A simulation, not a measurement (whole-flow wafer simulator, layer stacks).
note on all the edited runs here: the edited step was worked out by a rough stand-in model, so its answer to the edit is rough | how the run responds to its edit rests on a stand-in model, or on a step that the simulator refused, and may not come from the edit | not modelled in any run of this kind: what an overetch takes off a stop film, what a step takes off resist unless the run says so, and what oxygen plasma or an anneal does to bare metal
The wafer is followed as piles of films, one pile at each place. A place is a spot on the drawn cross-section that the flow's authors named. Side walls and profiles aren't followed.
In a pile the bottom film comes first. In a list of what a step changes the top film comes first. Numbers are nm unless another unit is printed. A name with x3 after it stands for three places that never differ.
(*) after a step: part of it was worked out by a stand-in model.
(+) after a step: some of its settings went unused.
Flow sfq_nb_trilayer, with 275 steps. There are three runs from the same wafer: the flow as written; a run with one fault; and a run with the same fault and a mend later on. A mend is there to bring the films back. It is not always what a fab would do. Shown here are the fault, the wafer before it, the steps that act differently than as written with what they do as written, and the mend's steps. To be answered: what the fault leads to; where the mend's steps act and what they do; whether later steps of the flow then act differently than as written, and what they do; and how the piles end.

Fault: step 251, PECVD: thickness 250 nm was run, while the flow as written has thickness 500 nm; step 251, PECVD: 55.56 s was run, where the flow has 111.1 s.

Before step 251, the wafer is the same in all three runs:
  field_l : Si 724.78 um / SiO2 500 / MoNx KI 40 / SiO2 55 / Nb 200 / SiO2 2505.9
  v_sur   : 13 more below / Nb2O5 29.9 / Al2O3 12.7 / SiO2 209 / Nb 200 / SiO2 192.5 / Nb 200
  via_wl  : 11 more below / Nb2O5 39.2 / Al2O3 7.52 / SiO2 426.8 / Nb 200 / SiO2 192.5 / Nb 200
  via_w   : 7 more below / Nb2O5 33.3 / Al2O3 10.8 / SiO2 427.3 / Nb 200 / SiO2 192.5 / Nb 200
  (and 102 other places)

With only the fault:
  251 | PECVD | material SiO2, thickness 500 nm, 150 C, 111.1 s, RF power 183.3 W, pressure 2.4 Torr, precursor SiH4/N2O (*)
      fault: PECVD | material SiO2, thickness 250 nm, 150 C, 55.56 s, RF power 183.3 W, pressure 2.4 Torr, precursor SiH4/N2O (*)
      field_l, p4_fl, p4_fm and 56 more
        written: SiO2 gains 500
        fault: SiO2 gains 250
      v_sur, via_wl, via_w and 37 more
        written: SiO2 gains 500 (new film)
        fault: SiO2 gains 250 (new film)
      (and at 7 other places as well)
  Steps later in the flow that act otherwise than as written (not shown: 3 more steps that differ only slightly, by at most 2% or 0.5 nm, whichever is larger):
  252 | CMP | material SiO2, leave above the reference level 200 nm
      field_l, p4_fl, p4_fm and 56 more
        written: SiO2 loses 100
        fault: nothing
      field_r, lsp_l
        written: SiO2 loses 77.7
        fault: nothing
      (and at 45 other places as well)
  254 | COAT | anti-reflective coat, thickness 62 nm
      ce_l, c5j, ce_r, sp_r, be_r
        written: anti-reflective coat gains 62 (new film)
        fault: anti-reflective coat gains 55.2 (new film)
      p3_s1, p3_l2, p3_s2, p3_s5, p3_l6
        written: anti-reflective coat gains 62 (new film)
        fault: anti-reflective coat gains 63.9 (new film)
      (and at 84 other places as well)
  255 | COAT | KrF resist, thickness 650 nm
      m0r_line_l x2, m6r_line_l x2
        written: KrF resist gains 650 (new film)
        fault: KrF resist gains 679.6 (new film)
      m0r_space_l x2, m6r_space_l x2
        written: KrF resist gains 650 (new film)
        fault: KrF resist gains 669.1 (new film)
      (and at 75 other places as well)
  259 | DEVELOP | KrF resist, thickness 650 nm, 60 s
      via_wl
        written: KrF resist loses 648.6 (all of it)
        fault: KrF resist loses 597 (all of it)
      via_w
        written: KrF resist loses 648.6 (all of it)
        fault: KrF resist loses 605.1 (all of it)
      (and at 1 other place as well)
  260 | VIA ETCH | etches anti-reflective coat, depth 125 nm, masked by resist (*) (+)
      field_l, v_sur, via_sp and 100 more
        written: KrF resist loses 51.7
        fault: KrF resist loses 44.1
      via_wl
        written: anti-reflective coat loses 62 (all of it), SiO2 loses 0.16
        fault: anti-reflective coat loses 52.7 (all of it), SiO2 loses 0.13
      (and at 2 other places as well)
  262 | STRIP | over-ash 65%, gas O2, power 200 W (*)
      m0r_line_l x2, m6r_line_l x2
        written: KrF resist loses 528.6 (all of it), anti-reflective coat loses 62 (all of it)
        fault: KrF resist loses 565.7 (all of it), anti-reflective coat loses 62.4 (all of it)
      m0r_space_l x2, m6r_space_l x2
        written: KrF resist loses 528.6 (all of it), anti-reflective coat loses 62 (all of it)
        fault: KrF resist loses 555.2 (all of it), anti-reflective coat loses 80 (all of it)
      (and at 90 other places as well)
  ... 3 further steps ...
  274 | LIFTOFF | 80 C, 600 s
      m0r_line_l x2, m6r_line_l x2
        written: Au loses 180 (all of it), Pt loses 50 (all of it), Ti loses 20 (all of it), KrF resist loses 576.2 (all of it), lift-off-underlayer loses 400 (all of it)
        fault: Au loses 180 (all of it), Pt loses 50 (all of it), Ti loses 20 (all of it), KrF resist loses 590.5 (all of it), lift-off-underlayer loses 434.2 (all of it)
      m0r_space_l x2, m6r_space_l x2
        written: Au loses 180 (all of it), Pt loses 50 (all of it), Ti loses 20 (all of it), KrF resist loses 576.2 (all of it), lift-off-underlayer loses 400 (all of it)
        fault: Au loses 180 (all of it), Pt loses 50 (all of it), Ti loses 20 (all of it), KrF resist loses 579.7 (all of it), lift-off-underlayer loses 447.5 (all of it)
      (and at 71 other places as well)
  The piles end different from the flow's at field_l, via_v, field_r and 63 more by more than 2% or 0.5 nm, whichever is larger.
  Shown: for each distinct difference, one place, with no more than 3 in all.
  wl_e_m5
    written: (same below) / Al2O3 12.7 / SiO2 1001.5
    fault: (same below) / Al2O3 12.7 / SiO2 851.5
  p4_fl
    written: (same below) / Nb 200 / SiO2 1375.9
    fault: (same below) / Nb 200 / SiO2 1225.9
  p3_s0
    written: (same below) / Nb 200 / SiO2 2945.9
    fault: (same below) / Nb 200 / SiO2 2795.9

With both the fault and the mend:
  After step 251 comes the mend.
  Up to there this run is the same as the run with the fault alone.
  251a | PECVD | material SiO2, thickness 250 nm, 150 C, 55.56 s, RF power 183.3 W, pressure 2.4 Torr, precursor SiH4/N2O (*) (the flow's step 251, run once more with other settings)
      field_l, v_sur, via_wl and 98 more
        SiO2 gains 250
      field_r, lsp_l
        SiO2 gains 239.8
      l0_sur, l0v
        SiO2 gains 244.3
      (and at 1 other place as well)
  Steps later in the flow that act otherwise than as written:
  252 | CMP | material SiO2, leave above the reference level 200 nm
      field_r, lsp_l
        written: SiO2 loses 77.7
        mend: SiO2 loses 80.1
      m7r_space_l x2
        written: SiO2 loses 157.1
        mend: SiO2 loses 100
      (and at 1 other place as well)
  By the end, the piles equal the flow's at every place that both follow.
